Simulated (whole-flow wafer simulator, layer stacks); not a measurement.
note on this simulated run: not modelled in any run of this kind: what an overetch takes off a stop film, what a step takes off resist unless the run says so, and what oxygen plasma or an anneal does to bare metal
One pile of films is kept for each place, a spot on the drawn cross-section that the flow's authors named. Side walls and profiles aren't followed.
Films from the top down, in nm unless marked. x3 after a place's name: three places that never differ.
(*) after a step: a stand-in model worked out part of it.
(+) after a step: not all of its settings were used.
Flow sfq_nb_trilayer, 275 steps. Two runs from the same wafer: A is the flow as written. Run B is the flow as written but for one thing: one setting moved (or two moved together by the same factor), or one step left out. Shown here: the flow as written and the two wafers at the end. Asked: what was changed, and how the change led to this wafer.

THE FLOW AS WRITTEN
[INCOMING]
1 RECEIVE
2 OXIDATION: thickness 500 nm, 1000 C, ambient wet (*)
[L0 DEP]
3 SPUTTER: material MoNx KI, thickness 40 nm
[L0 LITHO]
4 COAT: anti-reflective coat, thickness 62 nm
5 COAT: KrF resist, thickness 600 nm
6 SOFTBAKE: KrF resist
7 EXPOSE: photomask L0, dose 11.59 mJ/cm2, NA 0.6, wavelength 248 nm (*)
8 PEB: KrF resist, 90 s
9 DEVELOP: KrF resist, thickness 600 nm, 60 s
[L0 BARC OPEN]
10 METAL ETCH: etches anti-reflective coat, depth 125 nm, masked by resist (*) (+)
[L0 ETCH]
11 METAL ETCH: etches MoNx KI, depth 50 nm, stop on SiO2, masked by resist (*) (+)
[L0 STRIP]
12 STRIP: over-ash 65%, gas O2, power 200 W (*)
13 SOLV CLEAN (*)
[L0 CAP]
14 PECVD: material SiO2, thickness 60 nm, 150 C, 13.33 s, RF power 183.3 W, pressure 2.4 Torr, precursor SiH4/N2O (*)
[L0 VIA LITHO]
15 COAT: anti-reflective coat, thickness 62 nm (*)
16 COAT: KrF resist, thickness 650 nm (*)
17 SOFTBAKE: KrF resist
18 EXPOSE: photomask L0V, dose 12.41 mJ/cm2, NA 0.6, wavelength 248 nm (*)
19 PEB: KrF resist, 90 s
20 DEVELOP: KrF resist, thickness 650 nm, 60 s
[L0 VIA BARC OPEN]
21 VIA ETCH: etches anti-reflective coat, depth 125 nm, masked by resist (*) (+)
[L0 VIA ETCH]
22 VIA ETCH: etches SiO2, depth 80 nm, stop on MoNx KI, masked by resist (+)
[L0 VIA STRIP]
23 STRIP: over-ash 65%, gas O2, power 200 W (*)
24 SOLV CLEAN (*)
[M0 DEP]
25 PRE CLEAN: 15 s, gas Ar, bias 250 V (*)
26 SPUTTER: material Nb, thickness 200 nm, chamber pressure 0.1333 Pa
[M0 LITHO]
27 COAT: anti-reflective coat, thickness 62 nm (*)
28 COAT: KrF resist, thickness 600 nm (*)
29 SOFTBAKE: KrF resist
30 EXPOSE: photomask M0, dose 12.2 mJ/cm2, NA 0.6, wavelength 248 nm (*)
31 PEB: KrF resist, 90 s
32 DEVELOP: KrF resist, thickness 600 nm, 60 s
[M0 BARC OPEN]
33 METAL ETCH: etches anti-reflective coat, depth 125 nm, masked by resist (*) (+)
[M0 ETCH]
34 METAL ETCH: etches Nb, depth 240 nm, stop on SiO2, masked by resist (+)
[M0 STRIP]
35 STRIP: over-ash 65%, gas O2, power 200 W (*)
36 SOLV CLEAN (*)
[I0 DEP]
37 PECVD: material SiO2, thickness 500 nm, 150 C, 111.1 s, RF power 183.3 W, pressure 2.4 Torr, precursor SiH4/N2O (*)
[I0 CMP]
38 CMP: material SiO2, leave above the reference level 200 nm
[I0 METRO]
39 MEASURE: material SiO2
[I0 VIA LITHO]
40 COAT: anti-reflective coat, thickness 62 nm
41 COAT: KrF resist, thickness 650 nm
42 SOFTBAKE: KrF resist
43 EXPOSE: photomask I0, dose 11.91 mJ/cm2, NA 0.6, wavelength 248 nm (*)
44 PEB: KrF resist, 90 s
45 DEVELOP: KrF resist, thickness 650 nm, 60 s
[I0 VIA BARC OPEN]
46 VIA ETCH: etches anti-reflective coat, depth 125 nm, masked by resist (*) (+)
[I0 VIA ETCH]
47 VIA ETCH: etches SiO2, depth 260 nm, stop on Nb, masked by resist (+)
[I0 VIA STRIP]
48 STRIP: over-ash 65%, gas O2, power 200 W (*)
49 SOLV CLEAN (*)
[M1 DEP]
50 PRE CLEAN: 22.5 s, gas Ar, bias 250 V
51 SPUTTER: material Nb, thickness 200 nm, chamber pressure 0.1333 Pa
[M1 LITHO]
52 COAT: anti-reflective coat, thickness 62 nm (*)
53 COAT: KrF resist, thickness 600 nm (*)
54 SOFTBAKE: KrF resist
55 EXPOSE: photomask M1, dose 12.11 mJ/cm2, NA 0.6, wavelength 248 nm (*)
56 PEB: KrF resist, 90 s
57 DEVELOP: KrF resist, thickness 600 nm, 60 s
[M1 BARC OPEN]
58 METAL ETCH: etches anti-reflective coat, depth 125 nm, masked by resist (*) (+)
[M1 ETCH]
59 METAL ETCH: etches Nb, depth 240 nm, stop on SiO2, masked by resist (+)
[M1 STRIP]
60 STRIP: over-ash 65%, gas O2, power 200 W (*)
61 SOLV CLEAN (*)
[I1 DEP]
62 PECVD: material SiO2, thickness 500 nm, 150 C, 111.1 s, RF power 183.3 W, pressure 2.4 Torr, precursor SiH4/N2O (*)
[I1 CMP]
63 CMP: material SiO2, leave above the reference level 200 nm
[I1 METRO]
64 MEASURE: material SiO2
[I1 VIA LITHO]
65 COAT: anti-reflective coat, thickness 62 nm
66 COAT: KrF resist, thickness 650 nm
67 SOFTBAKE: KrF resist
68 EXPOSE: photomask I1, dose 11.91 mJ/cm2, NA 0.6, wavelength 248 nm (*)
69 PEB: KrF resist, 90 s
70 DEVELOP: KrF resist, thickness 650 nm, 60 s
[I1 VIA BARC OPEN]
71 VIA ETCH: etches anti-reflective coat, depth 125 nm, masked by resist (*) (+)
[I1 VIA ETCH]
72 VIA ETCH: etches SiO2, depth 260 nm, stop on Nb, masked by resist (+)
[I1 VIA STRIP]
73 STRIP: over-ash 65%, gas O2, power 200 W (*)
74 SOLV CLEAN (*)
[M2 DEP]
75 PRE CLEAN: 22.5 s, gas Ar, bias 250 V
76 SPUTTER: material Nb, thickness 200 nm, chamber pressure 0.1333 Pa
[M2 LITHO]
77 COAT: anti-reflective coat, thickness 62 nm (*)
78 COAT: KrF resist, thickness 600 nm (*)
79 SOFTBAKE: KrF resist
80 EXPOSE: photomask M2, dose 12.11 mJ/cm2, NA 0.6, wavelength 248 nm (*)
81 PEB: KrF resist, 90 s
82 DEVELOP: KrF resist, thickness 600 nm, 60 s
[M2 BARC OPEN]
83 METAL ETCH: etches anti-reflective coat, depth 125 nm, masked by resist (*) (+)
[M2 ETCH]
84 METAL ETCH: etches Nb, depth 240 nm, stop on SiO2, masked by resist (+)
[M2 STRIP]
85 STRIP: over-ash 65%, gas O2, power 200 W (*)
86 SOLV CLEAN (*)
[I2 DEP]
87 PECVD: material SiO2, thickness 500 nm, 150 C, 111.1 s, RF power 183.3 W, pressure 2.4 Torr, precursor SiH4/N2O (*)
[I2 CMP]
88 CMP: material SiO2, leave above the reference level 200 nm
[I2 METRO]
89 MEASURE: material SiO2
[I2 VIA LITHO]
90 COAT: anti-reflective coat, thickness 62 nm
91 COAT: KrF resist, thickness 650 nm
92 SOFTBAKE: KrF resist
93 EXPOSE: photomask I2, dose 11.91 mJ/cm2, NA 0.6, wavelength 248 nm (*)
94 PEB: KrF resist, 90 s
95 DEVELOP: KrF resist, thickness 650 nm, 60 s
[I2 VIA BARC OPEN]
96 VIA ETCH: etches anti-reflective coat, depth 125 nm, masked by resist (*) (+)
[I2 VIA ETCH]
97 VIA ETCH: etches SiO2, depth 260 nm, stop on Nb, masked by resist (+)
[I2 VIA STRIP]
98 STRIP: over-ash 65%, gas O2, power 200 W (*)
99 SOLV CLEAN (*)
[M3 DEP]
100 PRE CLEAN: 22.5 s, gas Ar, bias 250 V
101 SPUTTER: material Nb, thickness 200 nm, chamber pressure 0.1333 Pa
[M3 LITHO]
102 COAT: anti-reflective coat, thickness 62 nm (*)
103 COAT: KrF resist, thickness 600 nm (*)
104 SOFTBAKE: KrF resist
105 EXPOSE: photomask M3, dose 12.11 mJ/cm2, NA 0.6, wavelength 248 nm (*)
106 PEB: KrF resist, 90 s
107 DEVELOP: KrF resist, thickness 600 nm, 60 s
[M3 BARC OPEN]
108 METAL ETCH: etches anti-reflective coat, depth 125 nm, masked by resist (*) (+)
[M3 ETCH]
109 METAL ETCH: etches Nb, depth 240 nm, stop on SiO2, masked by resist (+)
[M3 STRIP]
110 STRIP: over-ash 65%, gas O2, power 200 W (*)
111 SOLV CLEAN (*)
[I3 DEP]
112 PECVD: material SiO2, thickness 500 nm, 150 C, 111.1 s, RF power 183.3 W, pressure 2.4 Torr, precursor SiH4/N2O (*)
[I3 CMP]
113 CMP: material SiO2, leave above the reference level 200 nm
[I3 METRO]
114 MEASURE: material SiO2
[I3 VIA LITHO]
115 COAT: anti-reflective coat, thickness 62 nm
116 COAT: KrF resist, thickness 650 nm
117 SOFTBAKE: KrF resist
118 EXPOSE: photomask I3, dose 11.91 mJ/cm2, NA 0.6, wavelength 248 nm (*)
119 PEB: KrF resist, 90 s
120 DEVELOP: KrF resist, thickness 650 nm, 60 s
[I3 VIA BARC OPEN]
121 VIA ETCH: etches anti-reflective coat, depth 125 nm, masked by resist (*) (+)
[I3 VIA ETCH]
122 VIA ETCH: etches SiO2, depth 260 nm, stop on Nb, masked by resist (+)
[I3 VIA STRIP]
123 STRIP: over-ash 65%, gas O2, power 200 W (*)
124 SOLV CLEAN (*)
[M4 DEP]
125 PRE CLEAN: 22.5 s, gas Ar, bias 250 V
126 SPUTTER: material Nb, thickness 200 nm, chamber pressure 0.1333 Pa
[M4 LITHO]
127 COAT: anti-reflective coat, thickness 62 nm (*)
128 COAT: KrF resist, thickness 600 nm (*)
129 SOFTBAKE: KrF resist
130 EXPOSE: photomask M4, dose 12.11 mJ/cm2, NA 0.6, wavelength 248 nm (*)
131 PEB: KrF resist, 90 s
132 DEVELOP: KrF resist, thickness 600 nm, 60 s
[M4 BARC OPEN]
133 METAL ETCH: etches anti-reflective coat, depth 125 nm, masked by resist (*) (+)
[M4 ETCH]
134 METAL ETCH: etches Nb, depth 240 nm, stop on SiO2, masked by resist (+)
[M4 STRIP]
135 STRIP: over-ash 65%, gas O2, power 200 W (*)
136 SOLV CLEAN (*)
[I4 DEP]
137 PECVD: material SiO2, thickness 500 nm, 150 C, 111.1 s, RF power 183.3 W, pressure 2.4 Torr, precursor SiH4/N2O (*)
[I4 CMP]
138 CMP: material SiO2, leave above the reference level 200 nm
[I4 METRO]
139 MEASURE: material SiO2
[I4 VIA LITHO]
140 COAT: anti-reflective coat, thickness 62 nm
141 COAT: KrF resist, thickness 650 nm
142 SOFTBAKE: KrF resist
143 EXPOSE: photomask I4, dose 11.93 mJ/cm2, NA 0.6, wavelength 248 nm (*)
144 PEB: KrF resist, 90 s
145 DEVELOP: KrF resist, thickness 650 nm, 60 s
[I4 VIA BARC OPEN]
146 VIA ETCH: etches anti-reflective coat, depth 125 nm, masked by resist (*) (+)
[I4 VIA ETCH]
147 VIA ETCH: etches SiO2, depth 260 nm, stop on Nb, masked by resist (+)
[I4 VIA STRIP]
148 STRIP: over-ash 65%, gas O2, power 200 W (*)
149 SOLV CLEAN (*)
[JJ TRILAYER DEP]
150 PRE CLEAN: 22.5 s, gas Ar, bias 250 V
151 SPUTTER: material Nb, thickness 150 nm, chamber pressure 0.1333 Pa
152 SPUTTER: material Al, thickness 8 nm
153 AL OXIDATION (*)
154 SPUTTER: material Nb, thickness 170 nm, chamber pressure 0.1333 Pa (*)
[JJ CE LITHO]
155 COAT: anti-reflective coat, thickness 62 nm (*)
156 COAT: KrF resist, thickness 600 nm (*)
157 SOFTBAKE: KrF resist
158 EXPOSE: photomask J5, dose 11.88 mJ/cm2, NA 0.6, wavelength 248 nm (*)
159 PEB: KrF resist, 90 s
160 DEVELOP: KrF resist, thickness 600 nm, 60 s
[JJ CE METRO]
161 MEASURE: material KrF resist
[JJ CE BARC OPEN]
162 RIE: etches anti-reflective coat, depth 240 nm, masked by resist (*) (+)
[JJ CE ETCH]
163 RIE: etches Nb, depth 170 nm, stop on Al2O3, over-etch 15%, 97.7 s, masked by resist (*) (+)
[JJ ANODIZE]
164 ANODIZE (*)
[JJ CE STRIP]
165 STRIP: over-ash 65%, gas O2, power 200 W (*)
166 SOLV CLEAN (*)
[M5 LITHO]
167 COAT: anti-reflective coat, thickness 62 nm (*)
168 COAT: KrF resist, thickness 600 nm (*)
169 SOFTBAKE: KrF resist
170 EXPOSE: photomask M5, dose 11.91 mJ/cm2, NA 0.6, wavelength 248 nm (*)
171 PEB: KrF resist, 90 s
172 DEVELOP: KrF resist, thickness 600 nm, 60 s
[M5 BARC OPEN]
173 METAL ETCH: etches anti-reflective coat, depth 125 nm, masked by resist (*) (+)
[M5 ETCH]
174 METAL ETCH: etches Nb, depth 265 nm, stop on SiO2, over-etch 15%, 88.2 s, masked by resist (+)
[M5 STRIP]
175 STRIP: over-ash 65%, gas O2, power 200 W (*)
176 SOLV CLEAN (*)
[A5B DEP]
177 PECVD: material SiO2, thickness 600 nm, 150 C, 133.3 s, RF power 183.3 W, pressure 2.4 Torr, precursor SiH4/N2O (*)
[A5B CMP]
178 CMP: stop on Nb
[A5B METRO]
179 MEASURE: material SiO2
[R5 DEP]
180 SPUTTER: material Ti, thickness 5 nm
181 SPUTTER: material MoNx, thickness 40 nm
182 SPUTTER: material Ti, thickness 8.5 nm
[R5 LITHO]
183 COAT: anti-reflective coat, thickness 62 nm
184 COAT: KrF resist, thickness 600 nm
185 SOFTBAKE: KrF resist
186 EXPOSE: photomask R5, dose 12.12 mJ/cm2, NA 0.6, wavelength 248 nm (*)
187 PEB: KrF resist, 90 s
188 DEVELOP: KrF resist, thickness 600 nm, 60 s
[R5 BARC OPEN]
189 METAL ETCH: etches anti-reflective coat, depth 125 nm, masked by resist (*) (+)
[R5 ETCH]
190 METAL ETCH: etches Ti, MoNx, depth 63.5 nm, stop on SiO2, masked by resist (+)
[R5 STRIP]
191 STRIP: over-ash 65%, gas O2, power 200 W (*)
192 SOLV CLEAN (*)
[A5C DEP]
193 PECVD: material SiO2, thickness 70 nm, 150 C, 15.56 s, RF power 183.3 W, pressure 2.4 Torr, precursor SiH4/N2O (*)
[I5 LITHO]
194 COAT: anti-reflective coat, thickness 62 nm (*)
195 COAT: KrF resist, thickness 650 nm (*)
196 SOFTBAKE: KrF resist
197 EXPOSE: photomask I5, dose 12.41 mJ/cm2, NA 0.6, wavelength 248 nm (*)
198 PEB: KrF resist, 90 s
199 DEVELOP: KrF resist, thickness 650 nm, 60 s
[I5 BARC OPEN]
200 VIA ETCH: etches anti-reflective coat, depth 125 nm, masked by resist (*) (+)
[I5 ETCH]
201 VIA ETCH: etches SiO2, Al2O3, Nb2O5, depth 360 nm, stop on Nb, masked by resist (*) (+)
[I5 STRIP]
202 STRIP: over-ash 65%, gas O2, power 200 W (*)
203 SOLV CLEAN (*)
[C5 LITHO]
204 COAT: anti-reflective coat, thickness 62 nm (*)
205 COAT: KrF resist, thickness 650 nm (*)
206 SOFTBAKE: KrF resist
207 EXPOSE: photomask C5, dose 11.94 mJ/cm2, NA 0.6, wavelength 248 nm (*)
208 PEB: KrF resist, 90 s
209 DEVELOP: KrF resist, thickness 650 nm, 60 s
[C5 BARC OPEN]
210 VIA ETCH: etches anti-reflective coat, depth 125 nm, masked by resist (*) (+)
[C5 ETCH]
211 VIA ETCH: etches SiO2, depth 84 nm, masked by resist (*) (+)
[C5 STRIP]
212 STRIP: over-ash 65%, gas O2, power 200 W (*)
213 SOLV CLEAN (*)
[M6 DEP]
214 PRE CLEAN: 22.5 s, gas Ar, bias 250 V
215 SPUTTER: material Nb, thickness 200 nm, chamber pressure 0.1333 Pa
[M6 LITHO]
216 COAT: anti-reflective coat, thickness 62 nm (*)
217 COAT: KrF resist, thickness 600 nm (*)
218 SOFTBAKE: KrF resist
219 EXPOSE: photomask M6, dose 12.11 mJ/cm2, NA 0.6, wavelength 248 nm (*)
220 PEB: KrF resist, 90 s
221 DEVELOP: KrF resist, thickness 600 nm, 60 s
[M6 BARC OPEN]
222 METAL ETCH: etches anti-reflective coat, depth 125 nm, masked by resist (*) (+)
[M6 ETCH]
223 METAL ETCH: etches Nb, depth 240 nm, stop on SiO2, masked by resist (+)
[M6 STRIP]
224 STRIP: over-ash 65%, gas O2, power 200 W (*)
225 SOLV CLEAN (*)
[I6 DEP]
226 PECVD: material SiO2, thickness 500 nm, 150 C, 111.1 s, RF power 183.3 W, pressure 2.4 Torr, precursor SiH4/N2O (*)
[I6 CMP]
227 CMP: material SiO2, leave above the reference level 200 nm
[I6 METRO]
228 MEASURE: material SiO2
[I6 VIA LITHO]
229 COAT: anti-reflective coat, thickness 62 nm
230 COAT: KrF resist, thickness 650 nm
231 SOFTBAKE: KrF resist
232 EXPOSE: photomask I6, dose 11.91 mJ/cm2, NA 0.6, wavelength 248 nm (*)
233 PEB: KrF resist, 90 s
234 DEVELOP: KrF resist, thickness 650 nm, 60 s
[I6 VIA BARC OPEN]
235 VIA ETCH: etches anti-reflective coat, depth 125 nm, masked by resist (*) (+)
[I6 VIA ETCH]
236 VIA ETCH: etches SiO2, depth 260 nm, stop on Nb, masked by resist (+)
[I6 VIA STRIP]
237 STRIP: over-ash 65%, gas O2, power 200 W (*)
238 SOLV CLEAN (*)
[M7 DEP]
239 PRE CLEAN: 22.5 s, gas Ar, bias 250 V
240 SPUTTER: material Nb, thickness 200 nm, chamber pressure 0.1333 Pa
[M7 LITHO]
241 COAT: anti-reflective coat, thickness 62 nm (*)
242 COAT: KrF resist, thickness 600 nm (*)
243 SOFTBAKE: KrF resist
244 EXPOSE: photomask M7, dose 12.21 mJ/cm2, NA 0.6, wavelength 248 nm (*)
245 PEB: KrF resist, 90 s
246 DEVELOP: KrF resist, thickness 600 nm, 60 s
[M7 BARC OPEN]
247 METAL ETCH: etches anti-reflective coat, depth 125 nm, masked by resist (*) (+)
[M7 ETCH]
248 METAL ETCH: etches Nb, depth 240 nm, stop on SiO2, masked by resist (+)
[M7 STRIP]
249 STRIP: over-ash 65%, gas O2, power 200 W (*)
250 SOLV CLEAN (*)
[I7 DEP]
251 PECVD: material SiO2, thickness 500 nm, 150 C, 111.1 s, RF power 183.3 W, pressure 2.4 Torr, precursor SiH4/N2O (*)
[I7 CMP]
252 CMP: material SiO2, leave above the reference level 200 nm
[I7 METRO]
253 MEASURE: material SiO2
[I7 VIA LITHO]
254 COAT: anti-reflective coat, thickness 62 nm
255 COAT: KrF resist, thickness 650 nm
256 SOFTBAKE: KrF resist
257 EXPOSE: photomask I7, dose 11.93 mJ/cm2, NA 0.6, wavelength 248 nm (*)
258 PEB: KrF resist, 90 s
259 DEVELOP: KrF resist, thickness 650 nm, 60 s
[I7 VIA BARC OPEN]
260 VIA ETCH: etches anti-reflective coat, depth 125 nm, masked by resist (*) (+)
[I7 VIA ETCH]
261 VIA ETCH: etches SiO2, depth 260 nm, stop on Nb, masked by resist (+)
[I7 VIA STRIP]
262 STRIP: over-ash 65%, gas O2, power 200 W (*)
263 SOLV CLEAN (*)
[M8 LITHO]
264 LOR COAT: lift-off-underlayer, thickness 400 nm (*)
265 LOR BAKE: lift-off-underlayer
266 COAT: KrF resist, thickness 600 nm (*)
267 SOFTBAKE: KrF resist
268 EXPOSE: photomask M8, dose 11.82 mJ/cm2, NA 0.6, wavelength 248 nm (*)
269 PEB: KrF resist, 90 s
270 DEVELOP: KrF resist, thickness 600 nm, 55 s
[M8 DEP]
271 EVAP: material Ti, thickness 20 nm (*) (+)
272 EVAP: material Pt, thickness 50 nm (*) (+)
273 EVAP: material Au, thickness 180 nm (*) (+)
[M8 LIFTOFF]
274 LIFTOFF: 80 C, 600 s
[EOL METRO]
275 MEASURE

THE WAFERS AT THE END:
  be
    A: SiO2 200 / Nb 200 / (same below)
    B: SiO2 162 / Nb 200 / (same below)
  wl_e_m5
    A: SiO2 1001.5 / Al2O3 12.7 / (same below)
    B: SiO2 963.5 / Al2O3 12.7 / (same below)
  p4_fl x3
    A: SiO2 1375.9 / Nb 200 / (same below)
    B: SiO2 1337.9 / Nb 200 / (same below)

The cause: step 252, CMP: leave above the reference level 162 nm was run, where the flow has leave above the reference level 200 nm.
It can be read off the wafer: be has SiO2 162, and step 252 as written asks for 200 nm.

How the change led to this, step by step:
  252 CMP: material SiO2, leave above the reference level 200 nm
      field_l, p4_fl x3, p4_w1 x9 and 46 more: A SiO2 -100 | B SiO2 -138
      v_sur, via_wl, via_w and 37 more: A SiO2 -300 | B SiO2 -338
      (and at 7 more places)
  261 VIA ETCH: etches SiO2, depth 260 nm, stop on Nb, masked by resist (+)
      field_l, v_sur, via_sp and 100 more: A KrF resist -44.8 | B KrF resist -41.9
      via_wl, via_w, via_wr: A SiO2 -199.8 (all of it) | B SiO2 -161.8 (all of it)
  264 LOR COAT: lift-off-underlayer, thickness 400 nm (*)
      via_wl, via_wr: A lift-off-underlayer +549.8 (new film) | B lift-off-underlayer +521.3 (new film)
      via_w: A lift-off-underlayer +536.4 (new film) | B lift-off-underlayer +510.5 (new film)
  270 DEVELOP: KrF resist, thickness 600 nm, 55 s
      via_wl: A KrF resist -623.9 (all of it), lift-off-underlayer -549.8 (all of it) | B KrF resist -619.1 (all of it), lift-off-underlayer -521.3 (all of it)
      via_w: A KrF resist -635.4 (all of it), lift-off-underlayer -536.4 (all of it) | B KrF resist -628.5 (all of it), lift-off-underlayer -510.5 (all of it)
      (and at 1 more place)
